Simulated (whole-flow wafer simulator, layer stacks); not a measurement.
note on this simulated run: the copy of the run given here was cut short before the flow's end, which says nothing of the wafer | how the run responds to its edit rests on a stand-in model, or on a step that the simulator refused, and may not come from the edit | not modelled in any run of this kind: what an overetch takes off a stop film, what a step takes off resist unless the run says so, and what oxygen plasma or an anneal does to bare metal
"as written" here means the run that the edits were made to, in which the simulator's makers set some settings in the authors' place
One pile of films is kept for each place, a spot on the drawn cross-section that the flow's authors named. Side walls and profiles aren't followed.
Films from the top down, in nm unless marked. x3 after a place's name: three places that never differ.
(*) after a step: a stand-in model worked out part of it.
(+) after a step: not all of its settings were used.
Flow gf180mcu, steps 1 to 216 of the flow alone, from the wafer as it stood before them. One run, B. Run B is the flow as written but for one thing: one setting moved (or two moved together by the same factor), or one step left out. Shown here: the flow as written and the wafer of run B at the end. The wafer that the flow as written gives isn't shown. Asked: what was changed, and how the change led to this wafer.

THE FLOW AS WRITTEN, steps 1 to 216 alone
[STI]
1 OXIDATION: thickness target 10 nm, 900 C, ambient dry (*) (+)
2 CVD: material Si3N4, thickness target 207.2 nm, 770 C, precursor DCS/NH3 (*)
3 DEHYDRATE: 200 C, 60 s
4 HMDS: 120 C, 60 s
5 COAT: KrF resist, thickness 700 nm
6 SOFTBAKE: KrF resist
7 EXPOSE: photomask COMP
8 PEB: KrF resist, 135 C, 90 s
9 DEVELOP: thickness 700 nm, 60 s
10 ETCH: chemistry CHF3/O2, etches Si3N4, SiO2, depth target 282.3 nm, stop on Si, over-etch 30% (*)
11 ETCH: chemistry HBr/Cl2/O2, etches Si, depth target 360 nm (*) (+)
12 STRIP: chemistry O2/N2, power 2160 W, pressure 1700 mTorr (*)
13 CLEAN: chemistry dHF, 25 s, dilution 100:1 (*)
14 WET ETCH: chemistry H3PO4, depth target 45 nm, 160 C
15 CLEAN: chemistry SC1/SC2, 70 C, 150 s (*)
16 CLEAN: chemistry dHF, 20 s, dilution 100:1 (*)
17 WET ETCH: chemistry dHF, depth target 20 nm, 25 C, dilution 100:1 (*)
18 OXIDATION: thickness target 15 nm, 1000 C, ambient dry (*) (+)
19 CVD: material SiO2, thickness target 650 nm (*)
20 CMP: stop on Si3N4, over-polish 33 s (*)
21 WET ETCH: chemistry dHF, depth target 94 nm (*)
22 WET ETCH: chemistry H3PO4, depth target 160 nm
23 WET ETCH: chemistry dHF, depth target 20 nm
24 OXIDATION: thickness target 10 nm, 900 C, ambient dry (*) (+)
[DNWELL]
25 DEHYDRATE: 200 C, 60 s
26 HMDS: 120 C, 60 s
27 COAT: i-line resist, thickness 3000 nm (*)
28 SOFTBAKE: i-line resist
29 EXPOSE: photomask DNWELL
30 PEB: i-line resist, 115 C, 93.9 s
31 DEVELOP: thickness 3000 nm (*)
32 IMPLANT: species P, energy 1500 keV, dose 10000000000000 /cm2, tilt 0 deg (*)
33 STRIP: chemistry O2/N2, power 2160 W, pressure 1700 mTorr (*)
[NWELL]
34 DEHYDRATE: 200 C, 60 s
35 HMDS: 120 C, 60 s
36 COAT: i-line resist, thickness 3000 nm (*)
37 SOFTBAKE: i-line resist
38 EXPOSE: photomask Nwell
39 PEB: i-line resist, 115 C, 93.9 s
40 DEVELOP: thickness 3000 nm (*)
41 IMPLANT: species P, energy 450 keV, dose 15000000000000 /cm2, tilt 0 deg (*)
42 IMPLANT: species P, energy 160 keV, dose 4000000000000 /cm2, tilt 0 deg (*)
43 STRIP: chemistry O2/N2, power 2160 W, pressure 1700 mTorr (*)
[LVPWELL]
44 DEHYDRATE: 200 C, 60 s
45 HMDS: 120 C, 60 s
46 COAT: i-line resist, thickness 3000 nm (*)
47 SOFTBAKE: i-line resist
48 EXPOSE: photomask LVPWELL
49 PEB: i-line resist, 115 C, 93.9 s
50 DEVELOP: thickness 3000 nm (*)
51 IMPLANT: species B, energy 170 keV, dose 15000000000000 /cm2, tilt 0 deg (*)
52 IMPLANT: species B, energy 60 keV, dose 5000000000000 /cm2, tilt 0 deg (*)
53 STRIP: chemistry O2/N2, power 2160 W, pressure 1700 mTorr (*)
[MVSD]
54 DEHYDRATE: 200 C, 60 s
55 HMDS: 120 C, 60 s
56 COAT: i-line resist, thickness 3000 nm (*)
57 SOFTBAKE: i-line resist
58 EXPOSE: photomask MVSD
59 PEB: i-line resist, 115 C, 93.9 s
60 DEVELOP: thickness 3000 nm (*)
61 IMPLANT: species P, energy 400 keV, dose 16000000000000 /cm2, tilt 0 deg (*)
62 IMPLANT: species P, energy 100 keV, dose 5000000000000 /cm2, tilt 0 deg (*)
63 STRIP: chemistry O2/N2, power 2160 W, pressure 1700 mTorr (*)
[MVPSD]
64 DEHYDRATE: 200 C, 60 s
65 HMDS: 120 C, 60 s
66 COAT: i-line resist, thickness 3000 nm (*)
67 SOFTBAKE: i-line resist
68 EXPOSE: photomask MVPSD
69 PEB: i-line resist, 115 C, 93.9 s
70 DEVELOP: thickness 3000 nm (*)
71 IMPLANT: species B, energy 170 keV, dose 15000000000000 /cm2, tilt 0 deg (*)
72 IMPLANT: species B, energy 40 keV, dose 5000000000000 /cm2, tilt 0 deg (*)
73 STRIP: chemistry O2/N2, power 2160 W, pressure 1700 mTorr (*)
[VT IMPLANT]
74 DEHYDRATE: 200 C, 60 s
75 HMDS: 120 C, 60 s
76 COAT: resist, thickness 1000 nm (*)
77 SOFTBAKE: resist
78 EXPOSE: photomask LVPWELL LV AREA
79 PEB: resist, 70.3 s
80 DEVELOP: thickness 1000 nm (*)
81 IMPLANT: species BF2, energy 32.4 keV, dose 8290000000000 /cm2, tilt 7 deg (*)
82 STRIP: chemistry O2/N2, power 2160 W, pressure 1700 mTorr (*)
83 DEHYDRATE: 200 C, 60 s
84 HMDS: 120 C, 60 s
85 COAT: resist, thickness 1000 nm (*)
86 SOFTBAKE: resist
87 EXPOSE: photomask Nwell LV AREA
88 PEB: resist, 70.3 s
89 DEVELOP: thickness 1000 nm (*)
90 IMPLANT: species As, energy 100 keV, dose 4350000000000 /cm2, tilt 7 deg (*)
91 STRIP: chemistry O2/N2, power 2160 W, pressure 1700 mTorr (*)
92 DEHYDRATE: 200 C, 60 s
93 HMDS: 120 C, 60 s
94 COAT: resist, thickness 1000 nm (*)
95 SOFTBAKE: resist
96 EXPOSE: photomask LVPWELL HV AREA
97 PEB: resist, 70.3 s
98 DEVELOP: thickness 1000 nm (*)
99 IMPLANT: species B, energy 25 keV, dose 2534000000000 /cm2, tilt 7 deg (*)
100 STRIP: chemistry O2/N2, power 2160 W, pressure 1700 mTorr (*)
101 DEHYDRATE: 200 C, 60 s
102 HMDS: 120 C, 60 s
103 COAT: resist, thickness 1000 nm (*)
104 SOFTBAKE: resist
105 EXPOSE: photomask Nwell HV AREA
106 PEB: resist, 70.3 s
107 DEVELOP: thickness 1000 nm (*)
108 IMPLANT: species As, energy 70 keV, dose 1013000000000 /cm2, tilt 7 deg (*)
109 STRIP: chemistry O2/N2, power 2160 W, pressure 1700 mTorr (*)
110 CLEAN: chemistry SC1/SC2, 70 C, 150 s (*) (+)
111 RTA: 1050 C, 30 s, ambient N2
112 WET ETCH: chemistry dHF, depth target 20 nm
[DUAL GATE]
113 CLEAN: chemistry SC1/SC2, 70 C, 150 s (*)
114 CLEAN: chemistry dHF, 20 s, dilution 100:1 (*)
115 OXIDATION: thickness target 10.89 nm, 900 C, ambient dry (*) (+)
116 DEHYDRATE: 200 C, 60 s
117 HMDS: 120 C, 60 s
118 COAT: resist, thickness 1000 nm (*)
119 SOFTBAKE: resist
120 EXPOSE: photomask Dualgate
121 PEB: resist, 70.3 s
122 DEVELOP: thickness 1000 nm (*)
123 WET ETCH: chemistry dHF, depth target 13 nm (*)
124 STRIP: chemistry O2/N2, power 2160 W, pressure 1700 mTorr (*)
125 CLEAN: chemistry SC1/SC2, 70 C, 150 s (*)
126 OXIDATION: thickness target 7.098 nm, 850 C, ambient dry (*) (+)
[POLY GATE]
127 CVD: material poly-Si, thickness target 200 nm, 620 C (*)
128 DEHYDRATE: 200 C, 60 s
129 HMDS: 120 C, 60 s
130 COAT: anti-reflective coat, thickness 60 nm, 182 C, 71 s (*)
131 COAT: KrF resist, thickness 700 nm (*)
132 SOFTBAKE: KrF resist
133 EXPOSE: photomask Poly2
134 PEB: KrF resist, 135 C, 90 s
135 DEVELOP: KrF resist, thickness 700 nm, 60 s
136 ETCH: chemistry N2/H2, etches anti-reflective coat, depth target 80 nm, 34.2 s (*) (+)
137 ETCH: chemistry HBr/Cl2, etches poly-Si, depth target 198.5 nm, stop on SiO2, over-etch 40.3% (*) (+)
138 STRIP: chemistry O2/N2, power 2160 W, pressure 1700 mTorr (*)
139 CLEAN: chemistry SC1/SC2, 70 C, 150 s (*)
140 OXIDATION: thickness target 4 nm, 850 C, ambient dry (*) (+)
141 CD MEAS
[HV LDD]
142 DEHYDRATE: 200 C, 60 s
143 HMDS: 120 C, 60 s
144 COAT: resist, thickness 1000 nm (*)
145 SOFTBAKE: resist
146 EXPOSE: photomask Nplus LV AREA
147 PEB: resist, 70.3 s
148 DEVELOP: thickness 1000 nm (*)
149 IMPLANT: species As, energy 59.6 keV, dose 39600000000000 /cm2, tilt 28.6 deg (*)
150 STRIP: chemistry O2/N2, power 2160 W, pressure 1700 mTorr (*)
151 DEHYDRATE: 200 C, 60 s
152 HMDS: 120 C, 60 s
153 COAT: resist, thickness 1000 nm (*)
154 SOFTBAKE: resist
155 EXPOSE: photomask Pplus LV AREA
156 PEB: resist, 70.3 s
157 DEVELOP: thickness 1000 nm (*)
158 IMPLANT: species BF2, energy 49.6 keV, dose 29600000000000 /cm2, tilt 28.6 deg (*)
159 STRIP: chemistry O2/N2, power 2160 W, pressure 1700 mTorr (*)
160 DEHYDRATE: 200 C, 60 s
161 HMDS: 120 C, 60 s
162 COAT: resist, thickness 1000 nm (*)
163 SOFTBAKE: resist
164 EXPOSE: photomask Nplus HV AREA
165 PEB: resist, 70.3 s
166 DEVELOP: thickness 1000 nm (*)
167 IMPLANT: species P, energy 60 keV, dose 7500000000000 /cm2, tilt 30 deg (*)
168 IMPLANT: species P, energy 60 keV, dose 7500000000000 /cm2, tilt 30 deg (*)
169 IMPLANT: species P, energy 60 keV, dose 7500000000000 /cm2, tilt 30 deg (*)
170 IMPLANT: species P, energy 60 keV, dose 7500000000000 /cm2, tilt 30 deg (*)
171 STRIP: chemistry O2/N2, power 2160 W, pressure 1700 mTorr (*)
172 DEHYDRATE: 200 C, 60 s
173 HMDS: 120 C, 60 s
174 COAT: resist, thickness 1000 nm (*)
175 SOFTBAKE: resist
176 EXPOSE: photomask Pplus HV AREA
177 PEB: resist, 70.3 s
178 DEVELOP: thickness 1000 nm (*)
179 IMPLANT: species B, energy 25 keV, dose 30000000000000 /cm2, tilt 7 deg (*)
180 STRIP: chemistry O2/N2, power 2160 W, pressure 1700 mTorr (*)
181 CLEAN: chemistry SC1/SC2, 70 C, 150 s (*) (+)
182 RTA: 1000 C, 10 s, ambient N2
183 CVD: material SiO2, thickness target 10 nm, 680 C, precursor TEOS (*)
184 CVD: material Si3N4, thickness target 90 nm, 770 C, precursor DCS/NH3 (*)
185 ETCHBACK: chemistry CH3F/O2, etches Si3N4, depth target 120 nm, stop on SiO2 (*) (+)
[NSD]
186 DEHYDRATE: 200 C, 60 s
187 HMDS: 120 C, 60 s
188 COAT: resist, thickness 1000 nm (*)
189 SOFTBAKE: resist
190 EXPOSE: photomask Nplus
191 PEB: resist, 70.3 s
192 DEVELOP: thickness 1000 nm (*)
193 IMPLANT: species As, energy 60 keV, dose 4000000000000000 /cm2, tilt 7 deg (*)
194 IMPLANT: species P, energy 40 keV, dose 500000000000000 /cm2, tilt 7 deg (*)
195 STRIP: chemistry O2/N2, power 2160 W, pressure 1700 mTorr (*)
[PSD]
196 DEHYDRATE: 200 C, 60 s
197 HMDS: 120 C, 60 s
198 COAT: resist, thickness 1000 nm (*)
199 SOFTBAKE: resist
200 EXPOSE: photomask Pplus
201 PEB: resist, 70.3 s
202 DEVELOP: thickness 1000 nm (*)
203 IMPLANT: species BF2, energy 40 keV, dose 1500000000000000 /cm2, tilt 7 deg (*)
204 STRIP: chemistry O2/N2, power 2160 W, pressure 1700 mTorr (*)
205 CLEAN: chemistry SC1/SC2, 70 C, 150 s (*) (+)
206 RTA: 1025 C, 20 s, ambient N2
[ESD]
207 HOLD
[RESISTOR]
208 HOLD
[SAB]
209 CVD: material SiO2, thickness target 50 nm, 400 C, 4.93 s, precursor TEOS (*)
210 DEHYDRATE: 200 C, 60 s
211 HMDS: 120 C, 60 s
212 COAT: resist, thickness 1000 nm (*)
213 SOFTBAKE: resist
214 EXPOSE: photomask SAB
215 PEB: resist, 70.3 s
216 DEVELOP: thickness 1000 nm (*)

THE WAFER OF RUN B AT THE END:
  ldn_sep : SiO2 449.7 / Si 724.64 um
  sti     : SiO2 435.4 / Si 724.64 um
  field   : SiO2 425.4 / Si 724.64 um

The cause: step 23, WET ETCH: depth target 10.8 nm was run, where the flow has depth target 20 nm.

How the change led to this, step by step:
  23 WET ETCH: chemistry dHF, depth target 20 nm
      field, field_sub, sti and 34 more: SiO2 -14 (as written it would be: SiO2 -26)
  28 SOFTBAKE: i-line resist
      ldn_fp, ldn_drn: i-line resist +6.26 (as written it would be: i-line resist +4.83)
      field: i-line resist +3.32 (as written it would be: i-line resist +2.45)
      (and at 37 more places)
  37 SOFTBAKE: i-line resist
      ldn_fp, ldn_drn: i-line resist +6.26 (as written it would be: i-line resist +4.83)
      field: i-line resist +3.32 (as written it would be: i-line resist +2.45)
      (and at 37 more places)
  47 SOFTBAKE: i-line resist
      ldn_fp, ldn_drn: i-line resist +6.26 (as written it would be: i-line resist +4.83)
      field: i-line resist +3.32 (as written it would be: i-line resist +2.45)
      (and at 37 more places)
  57 SOFTBAKE: i-line resist
      ldn_fp, ldn_drn: i-line resist +6.26 (as written it would be: i-line resist +4.83)
      field: i-line resist +3.32 (as written it would be: i-line resist +2.45)
      (and at 37 more places)
  67 SOFTBAKE: i-line resist
      ldn_fp, ldn_drn: i-line resist +6.26 (as written it would be: i-line resist +4.83)
      field: i-line resist +3.32 (as written it would be: i-line resist +2.45)
      (and at 37 more places)
  77 SOFTBAKE: resist
      gate_p_hv: resist +2.37 (as written it would be: resist +1.75)
      iso_ptap_sub: resist +2.45 (as written it would be: resist +1.9)
  86 SOFTBAKE: resist
      gate_p_hv: resist +2.37 (as written it would be: resist +1.75)
      iso_ptap_sub: resist +2.45 (as written it would be: resist +1.9)
  95 SOFTBAKE: resist
      gate_p_hv: resist +2.37 (as written it would be: resist +1.75)
      iso_ptap_sub: resist +2.45 (as written it would be: resist +1.9)
  104 SOFTBAKE: resist
      gate_p_hv: resist +2.37 (as written it would be: resist +1.75)
      iso_ptap_sub: resist +2.45 (as written it would be: resist +1.9)
  119 SOFTBAKE: resist
      field_sub: resist -1.28 (as written it would be: resist -0.73)
      gate_p_hv: resist +1.44 (as written it would be: resist +0.83)
      (and at 1 more place)
  130 COAT: anti-reflective coat, thickness 60 nm, 182 C, 71 s (*)
      p_well, spacer, sd_n: anti-reflective coat +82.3 (new film) (as written it would be: anti-reflective coat +70.9 (new film))
      ldn_acc, ldp_acc: anti-reflective coat +71.5 (new film) (as written it would be: anti-reflective coat +66.9 (new film))
      (and at 69 more places)
  136 ETCH: chemistry N2/H2, etches anti-reflective coat, depth target 80 nm, 34.2 s (*) (+)
      p_well, spacer, sd_n: anti-reflective coat -82.3 (all of it), poly-Si -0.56 (as written it would be: anti-reflective coat -70.9 (all of it), poly-Si -0.85)
      field: anti-reflective coat -57.6 (all of it), poly-Si -1.19 (as written it would be: anti-reflective coat -61.5 (all of it), poly-Si -1.09)
      (and at 49 more places)
  138 STRIP: chemistry O2/N2, power 2160 W, pressure 1700 mTorr (*)
      gate: chemical SiO2 +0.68 (new film), KrF resist -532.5 (all of it), anti-reflective coat -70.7 (all of it), poly-Si -0.3 (as written it would be: chemical SiO2 +0.68 (new film), KrF resist -531.7 (all of it), anti-reflective coat -65.5 (all of it), poly-Si -0.3)
      gate_hv: chemical SiO2 +0.68 (new film), KrF resist -530.9 (all of it), anti-reflective coat -62.9 (all of it), poly-Si -0.3 (as written it would be: chemical SiO2 +0.68 (new film), KrF resist -528.4 (all of it), anti-reflective coat -61 (all of it), poly-Si -0.3)
      (and at 19 more places)
  145 SOFTBAKE: resist
      field_sub: resist +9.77 (as written it would be: resist +10.3)
      gate_p_hv: resist -7.3 (as written it would be: resist -7.98)
      (and at 5 more places)
  154 SOFTBAKE: resist
      field_sub: resist +9.77 (as written it would be: resist +10.3)
      gate_p_hv: resist -7.3 (as written it would be: resist -7.98)
      (and at 5 more places)
  ... 5 more steps ...
  213 SOFTBAKE: resist
      gate_p_hv: resist -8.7 (as written it would be: resist -9.34)
      iso_ptap_sub: resist +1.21 (as written it would be: resist +0.66)
      (and at 4 more places)
